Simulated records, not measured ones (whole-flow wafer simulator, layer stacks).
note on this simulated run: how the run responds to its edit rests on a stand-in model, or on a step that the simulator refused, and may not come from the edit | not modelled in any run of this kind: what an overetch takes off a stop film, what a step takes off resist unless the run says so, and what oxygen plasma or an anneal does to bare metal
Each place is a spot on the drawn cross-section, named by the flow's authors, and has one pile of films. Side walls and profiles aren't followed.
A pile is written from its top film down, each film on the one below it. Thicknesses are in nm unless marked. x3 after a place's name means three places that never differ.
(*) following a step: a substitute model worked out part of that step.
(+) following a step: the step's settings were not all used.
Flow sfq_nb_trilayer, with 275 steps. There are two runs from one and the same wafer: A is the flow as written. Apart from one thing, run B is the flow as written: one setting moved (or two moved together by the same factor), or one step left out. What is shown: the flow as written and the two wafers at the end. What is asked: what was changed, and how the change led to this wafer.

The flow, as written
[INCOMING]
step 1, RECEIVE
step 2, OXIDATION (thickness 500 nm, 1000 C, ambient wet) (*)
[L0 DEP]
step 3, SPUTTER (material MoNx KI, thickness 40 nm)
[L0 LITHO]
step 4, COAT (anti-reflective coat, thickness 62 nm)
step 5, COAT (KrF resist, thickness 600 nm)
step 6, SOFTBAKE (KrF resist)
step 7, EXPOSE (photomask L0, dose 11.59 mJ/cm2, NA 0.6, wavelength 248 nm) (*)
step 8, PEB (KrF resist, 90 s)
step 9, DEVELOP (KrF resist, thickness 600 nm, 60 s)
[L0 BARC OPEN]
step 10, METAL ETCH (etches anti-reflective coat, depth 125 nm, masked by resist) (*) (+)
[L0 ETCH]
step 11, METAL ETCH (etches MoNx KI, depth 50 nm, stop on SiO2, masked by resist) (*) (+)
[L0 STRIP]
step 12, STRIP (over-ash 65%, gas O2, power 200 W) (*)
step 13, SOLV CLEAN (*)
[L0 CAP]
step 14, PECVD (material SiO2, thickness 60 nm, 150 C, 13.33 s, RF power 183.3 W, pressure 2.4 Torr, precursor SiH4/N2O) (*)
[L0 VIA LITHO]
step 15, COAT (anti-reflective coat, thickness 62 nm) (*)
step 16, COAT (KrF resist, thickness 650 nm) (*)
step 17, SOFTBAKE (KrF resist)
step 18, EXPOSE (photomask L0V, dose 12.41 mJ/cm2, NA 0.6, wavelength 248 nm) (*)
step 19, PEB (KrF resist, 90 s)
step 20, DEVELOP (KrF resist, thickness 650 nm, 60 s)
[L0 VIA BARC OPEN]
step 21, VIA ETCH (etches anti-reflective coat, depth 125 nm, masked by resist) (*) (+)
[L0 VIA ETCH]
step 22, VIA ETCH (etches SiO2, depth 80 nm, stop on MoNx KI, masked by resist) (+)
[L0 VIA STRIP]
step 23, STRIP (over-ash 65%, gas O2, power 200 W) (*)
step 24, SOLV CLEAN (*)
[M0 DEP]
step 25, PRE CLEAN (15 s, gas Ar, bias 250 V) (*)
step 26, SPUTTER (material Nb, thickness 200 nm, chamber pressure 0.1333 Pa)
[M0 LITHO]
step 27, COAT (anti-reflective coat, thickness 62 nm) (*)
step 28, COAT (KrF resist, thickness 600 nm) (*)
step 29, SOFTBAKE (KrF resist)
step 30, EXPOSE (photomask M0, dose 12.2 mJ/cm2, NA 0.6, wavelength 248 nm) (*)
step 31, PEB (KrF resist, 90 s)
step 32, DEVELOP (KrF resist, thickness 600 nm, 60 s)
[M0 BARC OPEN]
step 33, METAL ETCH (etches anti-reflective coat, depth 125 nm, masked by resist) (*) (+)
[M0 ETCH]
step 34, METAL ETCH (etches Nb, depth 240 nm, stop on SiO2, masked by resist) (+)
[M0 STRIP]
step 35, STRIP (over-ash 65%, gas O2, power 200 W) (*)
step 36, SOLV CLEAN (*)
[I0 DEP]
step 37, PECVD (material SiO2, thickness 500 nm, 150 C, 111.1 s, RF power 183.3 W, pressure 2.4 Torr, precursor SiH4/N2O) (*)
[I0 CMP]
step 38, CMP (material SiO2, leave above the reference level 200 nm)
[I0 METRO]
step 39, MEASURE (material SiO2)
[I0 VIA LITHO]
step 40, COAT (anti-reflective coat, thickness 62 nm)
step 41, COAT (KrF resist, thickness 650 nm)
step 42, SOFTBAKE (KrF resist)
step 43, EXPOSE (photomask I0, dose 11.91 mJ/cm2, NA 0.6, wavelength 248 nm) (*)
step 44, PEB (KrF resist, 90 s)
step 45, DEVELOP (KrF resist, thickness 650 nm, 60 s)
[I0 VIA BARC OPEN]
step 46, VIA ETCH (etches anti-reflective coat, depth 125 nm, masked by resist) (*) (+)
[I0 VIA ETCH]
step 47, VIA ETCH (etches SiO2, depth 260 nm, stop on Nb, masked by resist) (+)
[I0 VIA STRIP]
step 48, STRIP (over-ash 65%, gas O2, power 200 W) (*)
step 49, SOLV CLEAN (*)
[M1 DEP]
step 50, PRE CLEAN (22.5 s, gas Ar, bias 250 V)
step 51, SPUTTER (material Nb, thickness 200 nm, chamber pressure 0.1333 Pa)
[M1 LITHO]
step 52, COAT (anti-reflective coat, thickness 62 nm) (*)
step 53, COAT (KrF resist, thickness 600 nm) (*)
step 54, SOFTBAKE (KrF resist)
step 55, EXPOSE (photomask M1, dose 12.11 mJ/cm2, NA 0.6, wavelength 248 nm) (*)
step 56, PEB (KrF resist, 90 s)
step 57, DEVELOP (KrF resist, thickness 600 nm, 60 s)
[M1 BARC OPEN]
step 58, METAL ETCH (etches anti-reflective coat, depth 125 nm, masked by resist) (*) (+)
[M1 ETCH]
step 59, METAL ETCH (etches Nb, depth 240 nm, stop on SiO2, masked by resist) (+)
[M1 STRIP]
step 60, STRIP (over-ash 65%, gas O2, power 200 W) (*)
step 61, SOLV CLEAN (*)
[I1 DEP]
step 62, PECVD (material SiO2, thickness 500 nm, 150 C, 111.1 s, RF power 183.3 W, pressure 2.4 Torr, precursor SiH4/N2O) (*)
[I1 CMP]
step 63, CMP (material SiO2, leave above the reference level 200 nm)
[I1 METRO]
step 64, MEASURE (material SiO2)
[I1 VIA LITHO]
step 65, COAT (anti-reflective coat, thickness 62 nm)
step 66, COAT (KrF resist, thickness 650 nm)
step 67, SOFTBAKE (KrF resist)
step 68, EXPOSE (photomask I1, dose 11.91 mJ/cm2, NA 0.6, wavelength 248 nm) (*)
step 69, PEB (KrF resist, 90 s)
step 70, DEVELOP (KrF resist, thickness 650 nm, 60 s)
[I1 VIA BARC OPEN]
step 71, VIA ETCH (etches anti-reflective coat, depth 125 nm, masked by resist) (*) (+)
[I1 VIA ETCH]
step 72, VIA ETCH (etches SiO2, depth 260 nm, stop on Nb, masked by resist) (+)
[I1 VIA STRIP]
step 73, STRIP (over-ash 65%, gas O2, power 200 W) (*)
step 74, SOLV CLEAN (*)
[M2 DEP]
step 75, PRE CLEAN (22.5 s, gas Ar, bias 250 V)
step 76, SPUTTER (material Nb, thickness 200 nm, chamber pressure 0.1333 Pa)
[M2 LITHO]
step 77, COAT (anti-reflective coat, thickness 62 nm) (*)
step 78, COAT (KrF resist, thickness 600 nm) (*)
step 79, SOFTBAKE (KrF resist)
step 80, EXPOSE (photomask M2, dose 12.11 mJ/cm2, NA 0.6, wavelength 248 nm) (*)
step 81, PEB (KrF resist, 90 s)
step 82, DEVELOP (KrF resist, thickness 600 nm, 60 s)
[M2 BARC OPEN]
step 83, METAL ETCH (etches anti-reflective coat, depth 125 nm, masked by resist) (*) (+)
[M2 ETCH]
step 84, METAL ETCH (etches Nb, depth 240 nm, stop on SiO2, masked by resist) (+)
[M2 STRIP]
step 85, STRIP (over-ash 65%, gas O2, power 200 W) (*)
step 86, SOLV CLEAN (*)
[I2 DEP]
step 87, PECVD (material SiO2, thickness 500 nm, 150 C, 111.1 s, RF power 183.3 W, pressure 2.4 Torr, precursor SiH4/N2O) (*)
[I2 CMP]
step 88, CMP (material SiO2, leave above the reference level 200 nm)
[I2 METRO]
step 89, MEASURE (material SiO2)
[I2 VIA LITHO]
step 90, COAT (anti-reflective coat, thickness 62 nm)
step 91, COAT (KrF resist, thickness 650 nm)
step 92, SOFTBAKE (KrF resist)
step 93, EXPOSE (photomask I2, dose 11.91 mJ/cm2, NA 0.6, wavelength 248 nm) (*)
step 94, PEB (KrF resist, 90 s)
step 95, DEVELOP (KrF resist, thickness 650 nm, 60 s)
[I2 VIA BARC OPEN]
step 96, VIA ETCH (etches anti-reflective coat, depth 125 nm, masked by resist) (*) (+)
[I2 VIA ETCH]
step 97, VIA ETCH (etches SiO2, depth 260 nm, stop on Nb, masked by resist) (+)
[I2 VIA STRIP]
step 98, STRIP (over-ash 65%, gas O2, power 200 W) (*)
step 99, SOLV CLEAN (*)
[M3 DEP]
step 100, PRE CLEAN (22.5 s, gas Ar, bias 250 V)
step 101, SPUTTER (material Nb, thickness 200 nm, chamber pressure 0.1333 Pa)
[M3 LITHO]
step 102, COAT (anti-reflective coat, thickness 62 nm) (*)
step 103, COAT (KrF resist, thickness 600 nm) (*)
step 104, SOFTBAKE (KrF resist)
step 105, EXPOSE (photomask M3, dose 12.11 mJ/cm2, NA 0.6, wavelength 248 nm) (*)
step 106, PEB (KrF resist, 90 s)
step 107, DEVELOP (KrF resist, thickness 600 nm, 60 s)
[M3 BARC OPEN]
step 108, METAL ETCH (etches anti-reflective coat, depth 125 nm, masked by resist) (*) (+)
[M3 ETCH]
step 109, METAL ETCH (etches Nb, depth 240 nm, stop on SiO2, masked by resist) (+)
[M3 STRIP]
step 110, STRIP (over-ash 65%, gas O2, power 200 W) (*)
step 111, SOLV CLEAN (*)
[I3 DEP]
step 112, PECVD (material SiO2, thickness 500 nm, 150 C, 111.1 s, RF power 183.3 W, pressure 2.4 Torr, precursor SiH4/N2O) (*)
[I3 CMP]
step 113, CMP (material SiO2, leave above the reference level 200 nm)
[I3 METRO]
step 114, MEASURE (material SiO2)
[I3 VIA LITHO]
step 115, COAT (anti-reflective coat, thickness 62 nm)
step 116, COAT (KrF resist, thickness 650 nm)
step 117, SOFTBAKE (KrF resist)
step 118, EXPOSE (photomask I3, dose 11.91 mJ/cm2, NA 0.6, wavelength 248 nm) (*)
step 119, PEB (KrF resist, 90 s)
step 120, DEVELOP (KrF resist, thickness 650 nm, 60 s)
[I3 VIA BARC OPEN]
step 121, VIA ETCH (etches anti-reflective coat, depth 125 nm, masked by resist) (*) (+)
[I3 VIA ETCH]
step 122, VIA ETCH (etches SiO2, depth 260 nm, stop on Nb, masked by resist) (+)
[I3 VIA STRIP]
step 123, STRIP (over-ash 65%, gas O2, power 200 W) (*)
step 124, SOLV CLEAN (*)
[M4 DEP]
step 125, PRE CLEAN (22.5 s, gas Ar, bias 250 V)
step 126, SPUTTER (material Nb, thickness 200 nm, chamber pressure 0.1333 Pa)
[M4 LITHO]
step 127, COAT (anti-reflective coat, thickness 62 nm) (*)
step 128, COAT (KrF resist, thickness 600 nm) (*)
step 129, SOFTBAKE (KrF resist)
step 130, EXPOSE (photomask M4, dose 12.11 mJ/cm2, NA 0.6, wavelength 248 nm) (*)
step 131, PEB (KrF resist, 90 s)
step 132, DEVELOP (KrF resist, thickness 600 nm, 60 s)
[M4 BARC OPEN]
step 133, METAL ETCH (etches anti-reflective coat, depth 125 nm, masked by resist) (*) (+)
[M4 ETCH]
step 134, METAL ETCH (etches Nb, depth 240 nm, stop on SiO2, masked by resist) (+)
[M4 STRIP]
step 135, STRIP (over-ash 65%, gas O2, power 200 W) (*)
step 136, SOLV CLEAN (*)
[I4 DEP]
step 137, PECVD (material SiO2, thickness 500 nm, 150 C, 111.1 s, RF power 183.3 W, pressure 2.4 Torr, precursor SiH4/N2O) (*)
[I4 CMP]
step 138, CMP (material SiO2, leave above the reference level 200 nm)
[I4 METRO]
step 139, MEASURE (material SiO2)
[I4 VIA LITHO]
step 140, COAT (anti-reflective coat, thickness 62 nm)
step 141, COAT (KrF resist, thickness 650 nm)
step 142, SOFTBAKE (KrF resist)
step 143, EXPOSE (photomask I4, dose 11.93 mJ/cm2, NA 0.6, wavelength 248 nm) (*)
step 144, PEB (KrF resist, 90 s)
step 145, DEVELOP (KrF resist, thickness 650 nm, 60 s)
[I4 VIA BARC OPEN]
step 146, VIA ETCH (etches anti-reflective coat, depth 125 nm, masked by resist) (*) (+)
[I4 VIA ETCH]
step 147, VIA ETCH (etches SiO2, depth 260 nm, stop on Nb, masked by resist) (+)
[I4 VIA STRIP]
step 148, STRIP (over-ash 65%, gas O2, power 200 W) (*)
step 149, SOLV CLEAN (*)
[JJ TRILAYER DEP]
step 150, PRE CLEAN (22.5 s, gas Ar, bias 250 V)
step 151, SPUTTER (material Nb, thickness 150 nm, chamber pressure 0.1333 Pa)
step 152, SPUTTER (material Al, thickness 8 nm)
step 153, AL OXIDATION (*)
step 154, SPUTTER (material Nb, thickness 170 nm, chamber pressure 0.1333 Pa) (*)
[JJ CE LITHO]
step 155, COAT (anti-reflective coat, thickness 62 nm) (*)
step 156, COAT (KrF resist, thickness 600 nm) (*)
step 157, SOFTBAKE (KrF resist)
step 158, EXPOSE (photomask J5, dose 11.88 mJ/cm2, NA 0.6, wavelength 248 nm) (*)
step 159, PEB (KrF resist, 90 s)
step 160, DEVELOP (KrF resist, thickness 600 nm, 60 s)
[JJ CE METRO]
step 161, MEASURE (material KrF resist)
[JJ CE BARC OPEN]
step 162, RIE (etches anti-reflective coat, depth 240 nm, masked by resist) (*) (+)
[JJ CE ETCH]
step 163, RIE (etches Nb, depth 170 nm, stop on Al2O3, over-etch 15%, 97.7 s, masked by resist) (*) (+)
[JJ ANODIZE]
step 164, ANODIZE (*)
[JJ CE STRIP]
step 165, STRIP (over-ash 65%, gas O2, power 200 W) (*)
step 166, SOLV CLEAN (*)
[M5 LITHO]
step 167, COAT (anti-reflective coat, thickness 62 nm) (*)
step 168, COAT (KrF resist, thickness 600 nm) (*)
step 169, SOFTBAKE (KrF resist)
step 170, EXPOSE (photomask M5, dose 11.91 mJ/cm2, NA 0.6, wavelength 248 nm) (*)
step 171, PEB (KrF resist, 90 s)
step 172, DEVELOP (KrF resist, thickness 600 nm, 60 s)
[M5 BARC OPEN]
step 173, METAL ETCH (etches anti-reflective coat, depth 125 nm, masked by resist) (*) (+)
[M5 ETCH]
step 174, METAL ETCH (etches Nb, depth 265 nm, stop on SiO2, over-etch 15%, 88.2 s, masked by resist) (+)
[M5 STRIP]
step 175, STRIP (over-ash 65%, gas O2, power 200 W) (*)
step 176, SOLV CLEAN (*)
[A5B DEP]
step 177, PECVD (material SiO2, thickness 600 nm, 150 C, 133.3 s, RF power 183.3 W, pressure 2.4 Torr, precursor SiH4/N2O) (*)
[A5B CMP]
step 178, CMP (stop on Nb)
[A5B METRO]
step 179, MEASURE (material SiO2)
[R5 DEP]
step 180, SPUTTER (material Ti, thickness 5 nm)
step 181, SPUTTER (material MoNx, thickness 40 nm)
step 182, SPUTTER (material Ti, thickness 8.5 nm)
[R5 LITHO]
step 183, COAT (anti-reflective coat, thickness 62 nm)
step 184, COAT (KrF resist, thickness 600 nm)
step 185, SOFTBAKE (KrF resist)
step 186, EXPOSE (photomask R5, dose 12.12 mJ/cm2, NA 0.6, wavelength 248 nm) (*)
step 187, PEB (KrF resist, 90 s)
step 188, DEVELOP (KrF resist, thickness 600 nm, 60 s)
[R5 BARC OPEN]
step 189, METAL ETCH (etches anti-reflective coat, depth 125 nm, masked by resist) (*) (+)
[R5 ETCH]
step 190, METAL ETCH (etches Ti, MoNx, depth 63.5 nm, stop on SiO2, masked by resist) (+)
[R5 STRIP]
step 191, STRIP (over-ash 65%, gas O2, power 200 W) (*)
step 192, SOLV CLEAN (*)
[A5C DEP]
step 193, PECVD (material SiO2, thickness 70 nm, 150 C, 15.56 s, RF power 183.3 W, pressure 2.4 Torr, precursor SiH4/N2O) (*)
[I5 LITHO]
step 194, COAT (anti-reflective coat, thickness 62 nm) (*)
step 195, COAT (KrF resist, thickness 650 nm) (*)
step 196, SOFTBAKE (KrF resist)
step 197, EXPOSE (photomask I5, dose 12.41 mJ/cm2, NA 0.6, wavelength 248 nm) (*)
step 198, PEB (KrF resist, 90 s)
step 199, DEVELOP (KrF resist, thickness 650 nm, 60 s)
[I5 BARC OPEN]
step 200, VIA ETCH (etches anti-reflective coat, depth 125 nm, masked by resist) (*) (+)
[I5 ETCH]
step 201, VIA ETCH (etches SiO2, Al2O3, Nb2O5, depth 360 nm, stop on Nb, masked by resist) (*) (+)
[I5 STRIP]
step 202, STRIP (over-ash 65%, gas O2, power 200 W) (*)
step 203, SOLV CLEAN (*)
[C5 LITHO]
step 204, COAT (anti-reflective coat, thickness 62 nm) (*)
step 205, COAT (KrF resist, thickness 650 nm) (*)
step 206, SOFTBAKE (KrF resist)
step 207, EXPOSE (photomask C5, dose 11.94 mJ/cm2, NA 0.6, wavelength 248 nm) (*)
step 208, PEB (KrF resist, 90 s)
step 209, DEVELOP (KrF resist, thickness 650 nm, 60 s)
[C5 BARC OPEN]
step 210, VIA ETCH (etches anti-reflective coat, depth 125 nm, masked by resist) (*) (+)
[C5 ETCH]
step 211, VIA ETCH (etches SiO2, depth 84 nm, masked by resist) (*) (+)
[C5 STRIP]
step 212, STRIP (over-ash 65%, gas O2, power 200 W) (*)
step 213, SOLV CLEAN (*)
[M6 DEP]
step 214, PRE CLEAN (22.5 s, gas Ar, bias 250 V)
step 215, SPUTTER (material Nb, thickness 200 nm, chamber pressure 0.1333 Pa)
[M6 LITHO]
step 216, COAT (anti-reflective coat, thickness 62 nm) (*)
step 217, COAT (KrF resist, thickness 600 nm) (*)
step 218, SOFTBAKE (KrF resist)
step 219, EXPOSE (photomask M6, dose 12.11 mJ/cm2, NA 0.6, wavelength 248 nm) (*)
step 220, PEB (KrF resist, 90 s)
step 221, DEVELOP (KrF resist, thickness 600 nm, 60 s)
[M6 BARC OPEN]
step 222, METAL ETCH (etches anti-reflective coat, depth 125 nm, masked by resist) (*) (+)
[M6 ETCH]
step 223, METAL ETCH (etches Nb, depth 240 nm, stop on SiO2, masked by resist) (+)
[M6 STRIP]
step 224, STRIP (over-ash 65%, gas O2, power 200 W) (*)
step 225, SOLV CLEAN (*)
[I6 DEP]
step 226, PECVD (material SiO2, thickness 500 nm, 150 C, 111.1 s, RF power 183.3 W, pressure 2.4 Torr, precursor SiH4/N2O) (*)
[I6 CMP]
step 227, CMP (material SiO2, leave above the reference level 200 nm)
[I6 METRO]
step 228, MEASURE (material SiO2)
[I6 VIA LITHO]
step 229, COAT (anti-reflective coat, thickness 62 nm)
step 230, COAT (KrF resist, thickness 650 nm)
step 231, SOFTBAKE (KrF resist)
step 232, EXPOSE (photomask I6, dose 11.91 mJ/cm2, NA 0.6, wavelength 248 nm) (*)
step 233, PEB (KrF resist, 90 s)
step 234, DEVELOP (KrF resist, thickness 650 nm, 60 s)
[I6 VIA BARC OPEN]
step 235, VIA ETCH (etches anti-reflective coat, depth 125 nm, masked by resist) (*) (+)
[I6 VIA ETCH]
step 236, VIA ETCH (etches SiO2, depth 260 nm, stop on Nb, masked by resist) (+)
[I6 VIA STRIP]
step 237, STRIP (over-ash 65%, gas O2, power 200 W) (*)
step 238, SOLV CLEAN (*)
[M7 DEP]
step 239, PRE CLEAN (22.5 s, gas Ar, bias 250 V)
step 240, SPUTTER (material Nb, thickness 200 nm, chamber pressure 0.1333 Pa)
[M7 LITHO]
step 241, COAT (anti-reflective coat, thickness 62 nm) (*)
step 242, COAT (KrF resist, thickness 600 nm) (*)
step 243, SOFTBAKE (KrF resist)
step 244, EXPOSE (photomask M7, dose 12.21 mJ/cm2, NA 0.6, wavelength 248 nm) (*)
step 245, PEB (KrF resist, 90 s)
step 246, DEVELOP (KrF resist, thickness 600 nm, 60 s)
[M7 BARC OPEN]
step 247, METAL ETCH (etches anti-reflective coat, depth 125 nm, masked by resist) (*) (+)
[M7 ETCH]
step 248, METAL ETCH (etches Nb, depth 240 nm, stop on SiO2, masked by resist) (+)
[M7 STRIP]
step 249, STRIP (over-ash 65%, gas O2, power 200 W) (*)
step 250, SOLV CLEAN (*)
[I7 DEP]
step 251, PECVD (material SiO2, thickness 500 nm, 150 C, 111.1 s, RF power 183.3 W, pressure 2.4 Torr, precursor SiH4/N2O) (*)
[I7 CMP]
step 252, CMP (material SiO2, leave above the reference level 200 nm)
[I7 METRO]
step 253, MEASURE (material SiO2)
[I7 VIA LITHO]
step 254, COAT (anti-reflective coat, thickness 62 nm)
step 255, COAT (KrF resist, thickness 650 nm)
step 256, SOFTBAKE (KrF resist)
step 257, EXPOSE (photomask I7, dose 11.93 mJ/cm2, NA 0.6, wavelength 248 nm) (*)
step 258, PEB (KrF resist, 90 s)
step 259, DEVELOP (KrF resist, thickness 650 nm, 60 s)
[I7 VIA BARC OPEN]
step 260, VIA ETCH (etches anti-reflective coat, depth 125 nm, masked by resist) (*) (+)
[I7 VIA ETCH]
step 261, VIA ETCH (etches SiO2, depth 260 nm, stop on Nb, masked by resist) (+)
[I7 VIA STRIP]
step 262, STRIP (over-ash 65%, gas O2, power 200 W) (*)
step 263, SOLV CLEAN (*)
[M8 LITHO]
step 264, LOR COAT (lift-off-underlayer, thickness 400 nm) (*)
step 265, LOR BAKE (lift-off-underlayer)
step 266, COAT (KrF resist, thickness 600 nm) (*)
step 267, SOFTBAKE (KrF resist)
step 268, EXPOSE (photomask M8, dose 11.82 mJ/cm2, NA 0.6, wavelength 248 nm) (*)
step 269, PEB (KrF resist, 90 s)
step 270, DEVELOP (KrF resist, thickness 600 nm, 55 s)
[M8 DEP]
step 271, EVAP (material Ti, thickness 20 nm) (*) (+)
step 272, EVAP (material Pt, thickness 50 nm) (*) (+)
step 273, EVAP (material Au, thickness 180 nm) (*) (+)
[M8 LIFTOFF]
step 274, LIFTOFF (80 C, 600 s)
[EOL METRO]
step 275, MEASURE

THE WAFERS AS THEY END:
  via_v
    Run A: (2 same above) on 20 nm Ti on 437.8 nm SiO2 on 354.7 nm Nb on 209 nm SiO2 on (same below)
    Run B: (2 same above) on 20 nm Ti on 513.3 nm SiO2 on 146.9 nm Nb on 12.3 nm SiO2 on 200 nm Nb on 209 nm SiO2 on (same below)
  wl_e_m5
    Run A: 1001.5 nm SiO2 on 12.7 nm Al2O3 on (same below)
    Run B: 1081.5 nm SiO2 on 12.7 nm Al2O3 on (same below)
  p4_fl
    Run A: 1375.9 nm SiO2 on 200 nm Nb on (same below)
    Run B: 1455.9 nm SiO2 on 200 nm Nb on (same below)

Cause: step 227, CMP: leave above the reference level 280 nm was run, while the flow as written has leave above the reference level 200 nm.

The path from the change to this, step by step:
  step 227, CMP (material SiO2, leave above the reference level 200 nm)
      field_l, p4_fl, p4_fm and 59 more: A SiO2 loses 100 | B SiO2 loses 20
      v_sur, via_wl, via_w and 15 more: A SiO2 loses 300 | B SiO2 loses 220
      (as well as at 26 more places)
  step 236, VIA ETCH (etches SiO2, depth 260 nm, stop on Nb, masked by resist) (+)
      via_v: A SiO2 loses 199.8 (all of it) | B SiO2 loses 260
  step 239, PRE CLEAN (22.5 s, gas Ar, bias 250 V)
      via_v: A Nb loses 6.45 | B SiO2 loses 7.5
  step 240, SPUTTER (material Nb, thickness 200 nm, chamber pressure 0.1333 Pa)
      via_v: A Nb gains 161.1 | B Nb gains 146.9 (new film)
  step 241, COAT (anti-reflective coat, thickness 62 nm) (*)
      via_sp: A anti-reflective coat gains 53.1 (new film) | B anti-reflective coat gains 50 (new film)
      via_v: A anti-reflective coat gains 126 (new film) | B anti-reflective coat gains 129.5 (new film)
      (as well as at 1 more place)
  step 242, COAT (KrF resist, thickness 600 nm) (*)
      via_v: A KrF resist gains 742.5 (new film) | B KrF resist gains 801.5 (new film)
  step 249, STRIP (over-ash 65%, gas O2, power 200 W) (*)
      via_sp: A KrF resist loses 373.6 (all of it), anti-reflective coat loses 53.1 (all of it) | B KrF resist loses 369.5 (all of it), anti-reflective coat loses 50 (all of it)
      via_v: A KrF resist loses 524.5 (all of it), anti-reflective coat loses 126 (all of it) | B KrF resist loses 583.4 (all of it), anti-reflective coat loses 129.5 (all of it)
      (as well as at 1 more place)
  step 251, PECVD (material SiO2, thickness 500 nm, 150 C, 111.1 s, RF power 183.3 W, pressure 2.4 Torr, precursor SiH4/N2O) (*)
      via_v: A SiO2 gains 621 (new film) | B SiO2 gains 670.3 (new film)
  step 252, CMP (material SiO2, leave above the reference level 200 nm)
      via_v: A SiO2 loses 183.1 | B SiO2 loses 157.1
Taking metal films that touch as one body, via_v has 7 bodies (between them, from the top down: SiO2 513.3; SiO2 12.3; SiO2 209 / Al2O3 12.7 / Nb2O5 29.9; SiO2 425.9; SiO2 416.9; SiO2 192.5); the flow as written gives 6 bodies (between them, from the top down: SiO2 437.8; SiO2 209 / Al2O3 12.7 / Nb2O5 29.9; SiO2 425.9; SiO2 416.9; SiO2 192.5).
